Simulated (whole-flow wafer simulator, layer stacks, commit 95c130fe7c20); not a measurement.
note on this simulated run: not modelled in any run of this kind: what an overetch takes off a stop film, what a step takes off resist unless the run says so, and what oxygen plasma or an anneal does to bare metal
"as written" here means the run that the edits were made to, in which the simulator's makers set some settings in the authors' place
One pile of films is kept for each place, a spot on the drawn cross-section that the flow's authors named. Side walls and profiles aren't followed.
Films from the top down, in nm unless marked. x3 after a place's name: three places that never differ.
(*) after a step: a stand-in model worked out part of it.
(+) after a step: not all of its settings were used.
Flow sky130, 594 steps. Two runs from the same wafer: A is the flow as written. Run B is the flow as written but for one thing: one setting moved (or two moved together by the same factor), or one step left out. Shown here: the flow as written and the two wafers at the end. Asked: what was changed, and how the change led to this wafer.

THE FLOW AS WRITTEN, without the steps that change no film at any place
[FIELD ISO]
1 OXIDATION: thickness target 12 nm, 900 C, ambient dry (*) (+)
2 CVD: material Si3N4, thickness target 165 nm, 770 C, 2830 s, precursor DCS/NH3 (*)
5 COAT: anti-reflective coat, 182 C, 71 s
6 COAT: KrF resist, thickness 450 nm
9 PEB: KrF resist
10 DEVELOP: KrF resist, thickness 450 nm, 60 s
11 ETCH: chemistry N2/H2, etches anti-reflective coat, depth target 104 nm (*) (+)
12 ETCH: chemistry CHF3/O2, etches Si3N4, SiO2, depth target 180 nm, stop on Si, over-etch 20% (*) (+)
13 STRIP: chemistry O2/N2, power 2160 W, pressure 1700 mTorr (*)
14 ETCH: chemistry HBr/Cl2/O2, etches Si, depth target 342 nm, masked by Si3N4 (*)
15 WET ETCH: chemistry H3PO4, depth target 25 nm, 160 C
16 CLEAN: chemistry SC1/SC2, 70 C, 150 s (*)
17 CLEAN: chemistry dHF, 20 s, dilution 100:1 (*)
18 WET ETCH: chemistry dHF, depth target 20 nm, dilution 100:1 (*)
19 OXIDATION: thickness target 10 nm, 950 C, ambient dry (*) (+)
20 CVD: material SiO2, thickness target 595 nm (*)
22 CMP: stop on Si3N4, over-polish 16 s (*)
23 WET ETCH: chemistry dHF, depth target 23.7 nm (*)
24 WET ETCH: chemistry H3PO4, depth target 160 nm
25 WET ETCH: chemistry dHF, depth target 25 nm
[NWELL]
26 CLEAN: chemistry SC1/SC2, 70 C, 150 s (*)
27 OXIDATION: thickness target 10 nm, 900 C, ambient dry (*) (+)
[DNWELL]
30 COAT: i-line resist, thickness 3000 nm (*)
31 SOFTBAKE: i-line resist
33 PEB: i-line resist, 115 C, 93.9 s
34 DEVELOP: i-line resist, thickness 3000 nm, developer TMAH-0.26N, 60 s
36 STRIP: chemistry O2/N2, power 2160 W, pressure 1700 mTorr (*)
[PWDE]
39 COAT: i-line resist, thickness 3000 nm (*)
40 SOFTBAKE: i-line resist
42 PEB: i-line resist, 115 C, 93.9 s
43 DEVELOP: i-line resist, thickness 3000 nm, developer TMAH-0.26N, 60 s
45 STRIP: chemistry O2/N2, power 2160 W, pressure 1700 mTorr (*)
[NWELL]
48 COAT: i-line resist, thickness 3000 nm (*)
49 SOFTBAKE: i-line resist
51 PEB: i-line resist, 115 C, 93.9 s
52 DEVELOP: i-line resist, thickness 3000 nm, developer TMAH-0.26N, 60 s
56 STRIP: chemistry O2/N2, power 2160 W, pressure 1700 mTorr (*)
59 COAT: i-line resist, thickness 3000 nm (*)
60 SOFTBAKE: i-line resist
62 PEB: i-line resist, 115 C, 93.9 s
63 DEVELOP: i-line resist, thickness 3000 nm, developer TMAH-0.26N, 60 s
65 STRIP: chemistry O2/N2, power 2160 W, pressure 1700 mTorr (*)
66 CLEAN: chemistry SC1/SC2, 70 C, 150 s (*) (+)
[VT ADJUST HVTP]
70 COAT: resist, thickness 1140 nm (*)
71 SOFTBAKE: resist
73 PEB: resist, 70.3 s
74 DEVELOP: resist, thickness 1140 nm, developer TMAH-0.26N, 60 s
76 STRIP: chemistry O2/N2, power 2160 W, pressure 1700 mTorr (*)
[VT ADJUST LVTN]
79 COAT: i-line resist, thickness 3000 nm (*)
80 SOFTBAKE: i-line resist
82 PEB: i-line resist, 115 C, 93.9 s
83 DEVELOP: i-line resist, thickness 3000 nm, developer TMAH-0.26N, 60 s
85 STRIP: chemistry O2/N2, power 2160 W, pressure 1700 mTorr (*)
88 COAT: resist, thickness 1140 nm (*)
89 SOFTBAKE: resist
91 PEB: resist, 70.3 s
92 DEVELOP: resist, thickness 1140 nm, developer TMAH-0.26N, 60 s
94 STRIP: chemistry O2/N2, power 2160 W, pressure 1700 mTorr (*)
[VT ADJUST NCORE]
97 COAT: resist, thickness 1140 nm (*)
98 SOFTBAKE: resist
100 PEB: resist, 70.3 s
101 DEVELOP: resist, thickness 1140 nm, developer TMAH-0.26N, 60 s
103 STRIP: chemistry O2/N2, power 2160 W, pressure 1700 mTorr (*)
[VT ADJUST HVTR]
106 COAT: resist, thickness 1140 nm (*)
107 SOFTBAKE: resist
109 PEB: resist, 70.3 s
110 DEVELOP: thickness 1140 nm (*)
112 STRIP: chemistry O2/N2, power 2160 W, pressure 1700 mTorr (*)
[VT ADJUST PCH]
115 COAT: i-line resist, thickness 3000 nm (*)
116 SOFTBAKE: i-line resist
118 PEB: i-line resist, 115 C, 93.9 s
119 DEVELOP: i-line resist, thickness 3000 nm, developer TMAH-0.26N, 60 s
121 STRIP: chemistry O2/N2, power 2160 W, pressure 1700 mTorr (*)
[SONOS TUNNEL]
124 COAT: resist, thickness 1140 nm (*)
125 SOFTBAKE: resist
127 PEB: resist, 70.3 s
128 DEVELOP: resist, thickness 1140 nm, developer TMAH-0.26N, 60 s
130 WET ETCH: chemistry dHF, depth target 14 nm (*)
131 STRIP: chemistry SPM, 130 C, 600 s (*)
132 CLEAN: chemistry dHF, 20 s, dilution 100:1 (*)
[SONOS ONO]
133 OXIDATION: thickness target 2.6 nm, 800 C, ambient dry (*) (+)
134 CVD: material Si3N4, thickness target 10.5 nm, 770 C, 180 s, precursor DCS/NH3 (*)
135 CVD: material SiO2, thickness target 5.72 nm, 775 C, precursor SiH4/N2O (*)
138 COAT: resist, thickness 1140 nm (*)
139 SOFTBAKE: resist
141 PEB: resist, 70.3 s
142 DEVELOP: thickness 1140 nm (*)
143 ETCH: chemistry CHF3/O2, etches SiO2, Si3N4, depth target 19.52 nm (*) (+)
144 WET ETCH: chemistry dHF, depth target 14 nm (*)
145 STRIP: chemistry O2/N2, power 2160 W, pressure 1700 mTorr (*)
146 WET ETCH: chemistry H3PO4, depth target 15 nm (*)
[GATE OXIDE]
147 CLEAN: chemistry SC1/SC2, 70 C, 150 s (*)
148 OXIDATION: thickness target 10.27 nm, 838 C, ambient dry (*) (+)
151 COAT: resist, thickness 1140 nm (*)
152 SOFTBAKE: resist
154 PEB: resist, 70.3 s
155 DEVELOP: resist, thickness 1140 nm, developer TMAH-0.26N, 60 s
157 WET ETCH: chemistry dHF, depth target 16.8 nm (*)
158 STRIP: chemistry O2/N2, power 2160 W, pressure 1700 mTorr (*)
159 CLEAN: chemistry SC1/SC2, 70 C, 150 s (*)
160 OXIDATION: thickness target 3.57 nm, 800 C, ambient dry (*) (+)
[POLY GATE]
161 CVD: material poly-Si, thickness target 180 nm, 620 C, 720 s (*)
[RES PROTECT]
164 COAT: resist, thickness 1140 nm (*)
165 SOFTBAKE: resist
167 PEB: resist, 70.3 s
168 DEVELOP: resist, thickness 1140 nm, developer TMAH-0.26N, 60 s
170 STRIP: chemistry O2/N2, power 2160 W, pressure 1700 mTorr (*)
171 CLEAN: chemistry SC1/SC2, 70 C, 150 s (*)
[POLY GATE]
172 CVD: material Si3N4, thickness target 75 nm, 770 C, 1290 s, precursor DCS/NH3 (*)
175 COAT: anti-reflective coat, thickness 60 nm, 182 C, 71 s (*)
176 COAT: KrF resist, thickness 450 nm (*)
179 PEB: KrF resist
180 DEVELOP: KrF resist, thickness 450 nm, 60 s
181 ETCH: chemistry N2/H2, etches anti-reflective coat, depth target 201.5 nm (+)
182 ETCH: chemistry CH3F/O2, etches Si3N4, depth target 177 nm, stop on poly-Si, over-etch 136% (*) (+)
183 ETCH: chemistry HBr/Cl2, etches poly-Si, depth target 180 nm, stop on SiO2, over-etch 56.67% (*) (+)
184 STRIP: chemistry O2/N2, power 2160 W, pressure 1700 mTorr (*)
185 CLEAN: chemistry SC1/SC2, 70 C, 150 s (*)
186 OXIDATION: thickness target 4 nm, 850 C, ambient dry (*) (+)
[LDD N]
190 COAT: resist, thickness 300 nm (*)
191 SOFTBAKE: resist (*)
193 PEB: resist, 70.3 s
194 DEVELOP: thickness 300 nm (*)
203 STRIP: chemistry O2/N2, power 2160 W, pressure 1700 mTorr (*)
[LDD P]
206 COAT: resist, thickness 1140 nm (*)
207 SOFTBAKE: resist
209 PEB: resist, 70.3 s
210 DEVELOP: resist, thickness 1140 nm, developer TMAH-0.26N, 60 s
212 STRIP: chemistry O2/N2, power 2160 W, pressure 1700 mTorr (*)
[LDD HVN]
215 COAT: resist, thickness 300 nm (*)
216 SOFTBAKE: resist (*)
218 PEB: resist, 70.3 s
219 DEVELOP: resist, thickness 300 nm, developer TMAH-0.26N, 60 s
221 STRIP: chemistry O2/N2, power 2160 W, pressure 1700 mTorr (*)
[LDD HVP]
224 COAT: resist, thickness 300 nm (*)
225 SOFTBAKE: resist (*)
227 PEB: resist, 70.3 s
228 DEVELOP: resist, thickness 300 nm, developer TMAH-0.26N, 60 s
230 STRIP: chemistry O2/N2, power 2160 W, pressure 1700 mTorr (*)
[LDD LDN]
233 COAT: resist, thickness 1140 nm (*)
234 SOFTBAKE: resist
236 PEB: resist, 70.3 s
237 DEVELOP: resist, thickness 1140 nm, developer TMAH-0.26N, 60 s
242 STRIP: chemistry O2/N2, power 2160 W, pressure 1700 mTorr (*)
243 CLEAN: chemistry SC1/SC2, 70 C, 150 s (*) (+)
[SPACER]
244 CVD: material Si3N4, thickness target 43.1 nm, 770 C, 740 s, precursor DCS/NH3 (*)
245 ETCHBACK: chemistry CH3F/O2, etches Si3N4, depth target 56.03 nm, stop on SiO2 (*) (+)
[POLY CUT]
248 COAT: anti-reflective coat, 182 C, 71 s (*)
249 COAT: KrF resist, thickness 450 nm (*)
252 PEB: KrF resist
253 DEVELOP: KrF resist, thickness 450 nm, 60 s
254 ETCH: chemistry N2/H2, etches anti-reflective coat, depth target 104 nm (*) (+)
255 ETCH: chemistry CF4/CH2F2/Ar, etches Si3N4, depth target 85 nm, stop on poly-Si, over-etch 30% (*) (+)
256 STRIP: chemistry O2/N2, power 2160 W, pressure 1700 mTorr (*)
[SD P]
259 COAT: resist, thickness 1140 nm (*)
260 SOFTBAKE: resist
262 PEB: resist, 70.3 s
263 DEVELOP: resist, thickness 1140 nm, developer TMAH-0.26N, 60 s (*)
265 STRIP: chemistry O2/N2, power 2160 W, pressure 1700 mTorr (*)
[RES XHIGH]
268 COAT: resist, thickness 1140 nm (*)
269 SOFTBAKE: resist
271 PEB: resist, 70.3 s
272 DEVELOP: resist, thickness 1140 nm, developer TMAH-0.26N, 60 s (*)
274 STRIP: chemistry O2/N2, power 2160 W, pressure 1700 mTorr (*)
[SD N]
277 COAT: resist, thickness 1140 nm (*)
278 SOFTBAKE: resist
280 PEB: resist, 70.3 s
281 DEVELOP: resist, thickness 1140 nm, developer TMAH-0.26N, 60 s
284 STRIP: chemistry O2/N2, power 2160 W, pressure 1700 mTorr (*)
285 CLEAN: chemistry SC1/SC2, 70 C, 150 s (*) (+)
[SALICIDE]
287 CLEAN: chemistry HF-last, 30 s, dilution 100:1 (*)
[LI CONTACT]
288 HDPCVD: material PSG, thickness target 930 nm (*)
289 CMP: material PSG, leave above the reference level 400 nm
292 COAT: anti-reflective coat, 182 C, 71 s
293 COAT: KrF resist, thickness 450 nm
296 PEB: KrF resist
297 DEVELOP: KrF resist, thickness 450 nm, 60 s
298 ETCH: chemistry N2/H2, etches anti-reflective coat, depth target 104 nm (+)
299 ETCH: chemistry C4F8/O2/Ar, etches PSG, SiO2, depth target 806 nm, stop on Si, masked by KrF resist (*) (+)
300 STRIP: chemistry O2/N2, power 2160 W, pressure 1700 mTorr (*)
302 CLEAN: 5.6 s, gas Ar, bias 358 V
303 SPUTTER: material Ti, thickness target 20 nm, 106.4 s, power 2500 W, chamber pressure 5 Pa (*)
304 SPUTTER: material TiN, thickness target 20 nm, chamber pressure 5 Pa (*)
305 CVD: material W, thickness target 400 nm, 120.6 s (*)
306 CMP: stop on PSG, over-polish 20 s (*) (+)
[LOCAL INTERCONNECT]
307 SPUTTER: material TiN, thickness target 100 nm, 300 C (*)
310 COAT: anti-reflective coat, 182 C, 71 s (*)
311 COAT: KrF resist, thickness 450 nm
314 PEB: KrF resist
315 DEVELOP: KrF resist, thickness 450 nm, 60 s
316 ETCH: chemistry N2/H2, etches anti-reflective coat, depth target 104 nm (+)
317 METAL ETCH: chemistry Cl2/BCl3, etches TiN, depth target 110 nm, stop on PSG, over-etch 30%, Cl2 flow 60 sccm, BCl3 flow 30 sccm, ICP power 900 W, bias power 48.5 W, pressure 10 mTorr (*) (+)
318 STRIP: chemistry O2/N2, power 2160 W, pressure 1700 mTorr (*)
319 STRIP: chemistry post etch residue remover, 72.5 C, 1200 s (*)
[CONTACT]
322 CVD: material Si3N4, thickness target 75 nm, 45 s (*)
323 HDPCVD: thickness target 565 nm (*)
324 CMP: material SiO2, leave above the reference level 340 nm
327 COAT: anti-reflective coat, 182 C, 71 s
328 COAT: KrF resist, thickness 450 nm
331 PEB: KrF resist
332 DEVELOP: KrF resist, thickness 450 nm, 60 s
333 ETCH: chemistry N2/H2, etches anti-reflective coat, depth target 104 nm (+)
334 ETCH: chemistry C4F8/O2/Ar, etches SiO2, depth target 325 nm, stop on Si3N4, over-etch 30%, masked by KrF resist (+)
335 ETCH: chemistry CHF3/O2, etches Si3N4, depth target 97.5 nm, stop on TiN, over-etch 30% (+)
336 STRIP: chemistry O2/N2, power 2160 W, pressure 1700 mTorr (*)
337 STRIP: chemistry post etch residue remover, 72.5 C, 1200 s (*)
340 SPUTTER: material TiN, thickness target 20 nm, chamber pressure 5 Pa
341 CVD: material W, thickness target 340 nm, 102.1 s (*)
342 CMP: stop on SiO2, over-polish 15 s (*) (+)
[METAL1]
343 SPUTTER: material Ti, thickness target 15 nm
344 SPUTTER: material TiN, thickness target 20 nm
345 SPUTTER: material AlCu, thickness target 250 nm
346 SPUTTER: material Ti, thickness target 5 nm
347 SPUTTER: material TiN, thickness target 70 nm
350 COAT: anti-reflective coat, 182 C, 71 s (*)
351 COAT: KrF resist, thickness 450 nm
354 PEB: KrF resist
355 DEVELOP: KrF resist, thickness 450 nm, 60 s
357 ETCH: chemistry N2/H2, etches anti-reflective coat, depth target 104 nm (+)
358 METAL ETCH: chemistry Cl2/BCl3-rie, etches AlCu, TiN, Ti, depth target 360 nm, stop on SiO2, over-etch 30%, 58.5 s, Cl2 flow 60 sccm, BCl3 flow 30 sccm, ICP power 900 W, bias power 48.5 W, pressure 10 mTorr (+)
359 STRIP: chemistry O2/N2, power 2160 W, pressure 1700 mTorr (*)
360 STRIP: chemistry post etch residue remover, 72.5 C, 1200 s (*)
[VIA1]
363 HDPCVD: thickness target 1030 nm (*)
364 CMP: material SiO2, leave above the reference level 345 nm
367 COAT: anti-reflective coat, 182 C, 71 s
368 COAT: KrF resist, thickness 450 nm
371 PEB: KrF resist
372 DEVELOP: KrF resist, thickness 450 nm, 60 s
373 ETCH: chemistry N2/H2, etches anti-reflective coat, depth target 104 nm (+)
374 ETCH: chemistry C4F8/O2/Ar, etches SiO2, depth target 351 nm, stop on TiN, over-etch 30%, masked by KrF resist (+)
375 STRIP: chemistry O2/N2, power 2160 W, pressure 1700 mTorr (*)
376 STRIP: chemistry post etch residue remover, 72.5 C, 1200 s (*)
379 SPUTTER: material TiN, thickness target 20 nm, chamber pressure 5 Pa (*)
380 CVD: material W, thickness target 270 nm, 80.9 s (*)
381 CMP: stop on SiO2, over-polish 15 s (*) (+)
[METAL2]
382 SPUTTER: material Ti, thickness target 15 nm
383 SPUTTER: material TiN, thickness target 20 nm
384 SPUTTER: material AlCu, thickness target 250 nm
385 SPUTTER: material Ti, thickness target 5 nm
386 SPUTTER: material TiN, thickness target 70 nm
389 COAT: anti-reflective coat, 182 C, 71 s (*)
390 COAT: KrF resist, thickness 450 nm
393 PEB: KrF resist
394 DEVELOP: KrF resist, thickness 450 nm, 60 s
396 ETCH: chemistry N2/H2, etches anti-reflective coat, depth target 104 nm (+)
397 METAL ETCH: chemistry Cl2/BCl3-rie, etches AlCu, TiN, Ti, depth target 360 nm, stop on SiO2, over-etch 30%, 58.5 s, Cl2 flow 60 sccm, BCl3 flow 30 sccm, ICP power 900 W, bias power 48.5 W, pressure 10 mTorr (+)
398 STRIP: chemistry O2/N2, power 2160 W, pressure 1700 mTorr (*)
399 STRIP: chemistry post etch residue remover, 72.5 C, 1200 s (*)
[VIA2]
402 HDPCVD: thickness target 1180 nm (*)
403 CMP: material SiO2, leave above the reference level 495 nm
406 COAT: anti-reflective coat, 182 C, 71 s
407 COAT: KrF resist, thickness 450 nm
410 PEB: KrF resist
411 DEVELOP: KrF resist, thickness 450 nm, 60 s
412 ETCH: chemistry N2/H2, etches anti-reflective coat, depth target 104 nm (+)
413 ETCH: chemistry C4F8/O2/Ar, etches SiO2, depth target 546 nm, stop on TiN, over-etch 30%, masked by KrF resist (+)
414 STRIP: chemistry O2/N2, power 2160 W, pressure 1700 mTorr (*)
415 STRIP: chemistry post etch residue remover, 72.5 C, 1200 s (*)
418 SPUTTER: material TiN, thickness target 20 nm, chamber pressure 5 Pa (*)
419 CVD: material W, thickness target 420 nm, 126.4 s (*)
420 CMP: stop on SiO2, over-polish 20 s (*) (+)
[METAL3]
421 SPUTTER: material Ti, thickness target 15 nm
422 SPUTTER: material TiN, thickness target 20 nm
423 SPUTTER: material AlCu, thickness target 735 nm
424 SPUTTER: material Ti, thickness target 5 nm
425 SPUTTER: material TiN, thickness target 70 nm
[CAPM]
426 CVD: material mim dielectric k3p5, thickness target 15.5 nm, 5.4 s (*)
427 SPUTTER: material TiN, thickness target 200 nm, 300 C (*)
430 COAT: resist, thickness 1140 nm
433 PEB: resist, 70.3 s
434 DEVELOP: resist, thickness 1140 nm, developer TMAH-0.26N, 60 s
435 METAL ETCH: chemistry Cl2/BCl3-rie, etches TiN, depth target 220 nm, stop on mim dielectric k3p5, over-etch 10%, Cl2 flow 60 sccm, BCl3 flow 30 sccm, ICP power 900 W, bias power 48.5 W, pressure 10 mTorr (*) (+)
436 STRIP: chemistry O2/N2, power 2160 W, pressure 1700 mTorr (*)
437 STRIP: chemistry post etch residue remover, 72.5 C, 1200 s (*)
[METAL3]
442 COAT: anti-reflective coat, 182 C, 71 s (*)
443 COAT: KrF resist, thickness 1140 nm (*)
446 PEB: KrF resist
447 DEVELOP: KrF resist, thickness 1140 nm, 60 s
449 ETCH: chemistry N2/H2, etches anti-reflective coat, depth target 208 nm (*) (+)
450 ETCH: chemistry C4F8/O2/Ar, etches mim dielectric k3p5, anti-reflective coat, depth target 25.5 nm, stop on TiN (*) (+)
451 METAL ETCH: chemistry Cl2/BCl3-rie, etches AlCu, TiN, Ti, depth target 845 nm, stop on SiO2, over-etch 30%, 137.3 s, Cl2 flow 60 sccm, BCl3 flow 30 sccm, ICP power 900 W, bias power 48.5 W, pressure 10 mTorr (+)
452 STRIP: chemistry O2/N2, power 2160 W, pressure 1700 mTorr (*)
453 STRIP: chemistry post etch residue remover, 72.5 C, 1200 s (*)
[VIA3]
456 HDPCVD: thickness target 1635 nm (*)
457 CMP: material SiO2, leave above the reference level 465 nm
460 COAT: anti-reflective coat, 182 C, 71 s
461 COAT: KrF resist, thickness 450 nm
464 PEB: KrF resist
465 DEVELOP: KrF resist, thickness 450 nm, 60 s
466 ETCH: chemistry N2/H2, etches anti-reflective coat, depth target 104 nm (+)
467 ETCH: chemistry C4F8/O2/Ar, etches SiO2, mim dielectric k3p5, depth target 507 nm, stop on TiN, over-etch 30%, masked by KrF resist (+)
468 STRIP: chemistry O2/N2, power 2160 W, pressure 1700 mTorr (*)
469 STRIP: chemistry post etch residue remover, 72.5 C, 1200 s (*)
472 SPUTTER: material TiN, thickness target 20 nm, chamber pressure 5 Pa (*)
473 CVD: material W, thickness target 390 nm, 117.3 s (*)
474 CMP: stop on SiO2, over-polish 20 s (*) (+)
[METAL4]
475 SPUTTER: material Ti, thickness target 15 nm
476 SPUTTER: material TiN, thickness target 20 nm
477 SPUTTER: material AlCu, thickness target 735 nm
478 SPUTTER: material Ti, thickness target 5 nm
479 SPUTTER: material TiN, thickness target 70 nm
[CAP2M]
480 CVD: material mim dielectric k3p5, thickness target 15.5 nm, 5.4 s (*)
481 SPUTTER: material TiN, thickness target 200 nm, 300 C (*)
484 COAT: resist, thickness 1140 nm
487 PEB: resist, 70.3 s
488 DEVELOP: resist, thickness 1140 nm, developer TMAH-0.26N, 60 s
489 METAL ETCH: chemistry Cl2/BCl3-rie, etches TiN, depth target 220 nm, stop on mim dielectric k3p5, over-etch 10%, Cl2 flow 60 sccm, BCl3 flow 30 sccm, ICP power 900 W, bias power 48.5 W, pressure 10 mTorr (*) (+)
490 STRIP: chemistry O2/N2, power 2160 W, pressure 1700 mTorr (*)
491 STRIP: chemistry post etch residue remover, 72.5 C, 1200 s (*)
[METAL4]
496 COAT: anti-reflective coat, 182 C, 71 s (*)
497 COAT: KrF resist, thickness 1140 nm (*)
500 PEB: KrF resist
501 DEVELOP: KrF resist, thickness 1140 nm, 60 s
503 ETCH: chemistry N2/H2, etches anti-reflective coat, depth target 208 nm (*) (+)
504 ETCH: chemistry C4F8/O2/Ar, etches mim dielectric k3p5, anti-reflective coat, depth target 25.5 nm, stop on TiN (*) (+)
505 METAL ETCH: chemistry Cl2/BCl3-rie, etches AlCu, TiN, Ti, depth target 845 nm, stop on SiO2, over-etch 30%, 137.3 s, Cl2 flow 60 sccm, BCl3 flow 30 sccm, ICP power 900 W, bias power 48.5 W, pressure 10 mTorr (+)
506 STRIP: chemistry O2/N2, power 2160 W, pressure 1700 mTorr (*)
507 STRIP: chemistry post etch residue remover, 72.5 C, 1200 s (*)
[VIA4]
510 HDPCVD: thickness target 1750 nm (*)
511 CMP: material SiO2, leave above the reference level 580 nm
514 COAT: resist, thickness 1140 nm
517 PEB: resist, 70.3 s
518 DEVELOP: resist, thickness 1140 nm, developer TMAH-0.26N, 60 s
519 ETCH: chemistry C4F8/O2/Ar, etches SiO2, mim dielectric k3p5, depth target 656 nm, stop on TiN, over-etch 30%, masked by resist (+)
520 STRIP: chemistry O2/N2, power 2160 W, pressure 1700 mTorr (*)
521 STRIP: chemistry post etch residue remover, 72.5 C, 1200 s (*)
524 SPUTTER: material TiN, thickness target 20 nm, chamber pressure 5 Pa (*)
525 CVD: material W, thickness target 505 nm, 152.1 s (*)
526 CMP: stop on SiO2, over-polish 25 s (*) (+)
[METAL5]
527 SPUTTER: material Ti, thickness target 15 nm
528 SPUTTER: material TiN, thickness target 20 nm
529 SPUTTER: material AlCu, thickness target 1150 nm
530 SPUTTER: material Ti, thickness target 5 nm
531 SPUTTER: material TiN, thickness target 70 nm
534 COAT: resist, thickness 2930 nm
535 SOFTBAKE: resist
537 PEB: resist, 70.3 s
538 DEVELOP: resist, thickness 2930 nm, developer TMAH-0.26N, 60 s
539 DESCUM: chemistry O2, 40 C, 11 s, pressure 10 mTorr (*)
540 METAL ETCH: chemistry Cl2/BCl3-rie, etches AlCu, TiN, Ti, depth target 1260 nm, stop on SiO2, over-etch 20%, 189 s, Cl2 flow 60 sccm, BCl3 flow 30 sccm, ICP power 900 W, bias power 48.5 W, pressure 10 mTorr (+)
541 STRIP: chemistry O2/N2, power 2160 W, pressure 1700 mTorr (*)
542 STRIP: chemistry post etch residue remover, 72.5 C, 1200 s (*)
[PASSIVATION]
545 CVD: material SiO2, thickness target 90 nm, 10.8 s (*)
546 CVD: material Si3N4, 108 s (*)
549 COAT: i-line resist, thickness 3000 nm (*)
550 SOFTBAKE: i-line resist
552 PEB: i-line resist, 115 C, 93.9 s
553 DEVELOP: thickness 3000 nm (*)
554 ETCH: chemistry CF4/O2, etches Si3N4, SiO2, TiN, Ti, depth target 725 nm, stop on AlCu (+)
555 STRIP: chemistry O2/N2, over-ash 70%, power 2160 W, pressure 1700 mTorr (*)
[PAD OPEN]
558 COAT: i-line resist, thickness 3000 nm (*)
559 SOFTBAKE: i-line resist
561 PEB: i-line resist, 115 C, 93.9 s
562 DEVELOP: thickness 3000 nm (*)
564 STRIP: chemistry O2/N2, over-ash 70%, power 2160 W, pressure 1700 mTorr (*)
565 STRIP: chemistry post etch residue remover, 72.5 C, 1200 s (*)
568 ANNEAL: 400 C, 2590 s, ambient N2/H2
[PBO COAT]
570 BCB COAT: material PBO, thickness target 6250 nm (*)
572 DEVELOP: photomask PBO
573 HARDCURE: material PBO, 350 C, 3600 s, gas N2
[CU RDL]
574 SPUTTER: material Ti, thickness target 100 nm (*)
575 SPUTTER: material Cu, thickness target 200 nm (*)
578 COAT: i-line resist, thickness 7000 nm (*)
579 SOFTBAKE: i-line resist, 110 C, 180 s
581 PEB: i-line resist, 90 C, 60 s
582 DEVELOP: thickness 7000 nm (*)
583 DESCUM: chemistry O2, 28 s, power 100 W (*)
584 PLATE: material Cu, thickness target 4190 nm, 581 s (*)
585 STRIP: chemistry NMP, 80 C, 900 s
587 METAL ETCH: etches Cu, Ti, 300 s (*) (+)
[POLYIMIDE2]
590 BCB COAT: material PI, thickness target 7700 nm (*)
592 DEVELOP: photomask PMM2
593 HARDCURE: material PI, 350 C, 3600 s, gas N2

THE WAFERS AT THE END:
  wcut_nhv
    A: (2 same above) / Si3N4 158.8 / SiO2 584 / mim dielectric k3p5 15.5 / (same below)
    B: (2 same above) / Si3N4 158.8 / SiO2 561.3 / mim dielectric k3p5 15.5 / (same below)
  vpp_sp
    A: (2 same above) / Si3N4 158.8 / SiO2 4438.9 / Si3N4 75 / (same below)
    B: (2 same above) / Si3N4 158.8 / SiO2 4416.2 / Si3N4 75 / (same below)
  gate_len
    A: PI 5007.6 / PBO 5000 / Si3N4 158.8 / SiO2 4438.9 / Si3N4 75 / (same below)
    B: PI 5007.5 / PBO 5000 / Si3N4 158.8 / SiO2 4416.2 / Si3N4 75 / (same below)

The cause: step 540, METAL ETCH: depth target 1449 nm was run, where the flow has depth target 1260 nm; step 540, METAL ETCH: 217 s was run, where the flow has 189 s.

How the change led to this, step by step:
  540 METAL ETCH: chemistry Cl2/BCl3-rie, etches AlCu, TiN, Ti, depth target 1260 nm, stop on SiO2, over-etch 20%, 189 s, Cl2 flow 60 sccm, BCl3 flow 30 sccm, ICP power 900 W, bias power 48.5 W, pressure 10 mTorr (+)
      field, active, gate and 175 more: A TiN -70 (all of it), Ti -5 (all of it), AlCu -1150 (all of it), TiN -20 (all of it), Ti -15 (all of it), SiO2 -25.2 | B TiN -70 (all of it), Ti -5 (all of it), AlCu -1150 (all of it), TiN -20 (all of it), Ti -15 (all of it), SiO2 -47.9
      n_well, p_well, sd_n and 12 more: A resist -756 | B resist -869.4
  541 STRIP: chemistry O2/N2, power 2160 W, pressure 1700 mTorr (*)
      n_well, p_well, sd_n and 9 more: A resist -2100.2 (all of it) | B resist -1986.8 (all of it)
      m1, via4_hole: A resist -2102.3 (all of it) | B resist -1988.9 (all of it)
      (and at 1 more place)
  550 SOFTBAKE: i-line resist
      gate: A i-line resist -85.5 | B i-line resist -88
      spacer: A i-line resist -97.5 | B i-line resist -100.4
      (and at 47 more places)
  559 SOFTBAKE: i-line resist
      gate: A i-line resist -85.5 | B i-line resist -88
      gate_hv: A i-line resist +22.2 | B i-line resist +22.9
      (and at 49 more places)
  578 COAT: i-line resist, thickness 7000 nm (*)
      pad: A i-line resist +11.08 um (new film) | B i-line resist +11.06 um (new film)
  582 DEVELOP: thickness 7000 nm (*)
      pad: A i-line resist -11.08 um (all of it) | B i-line resist -11.06 um (all of it)
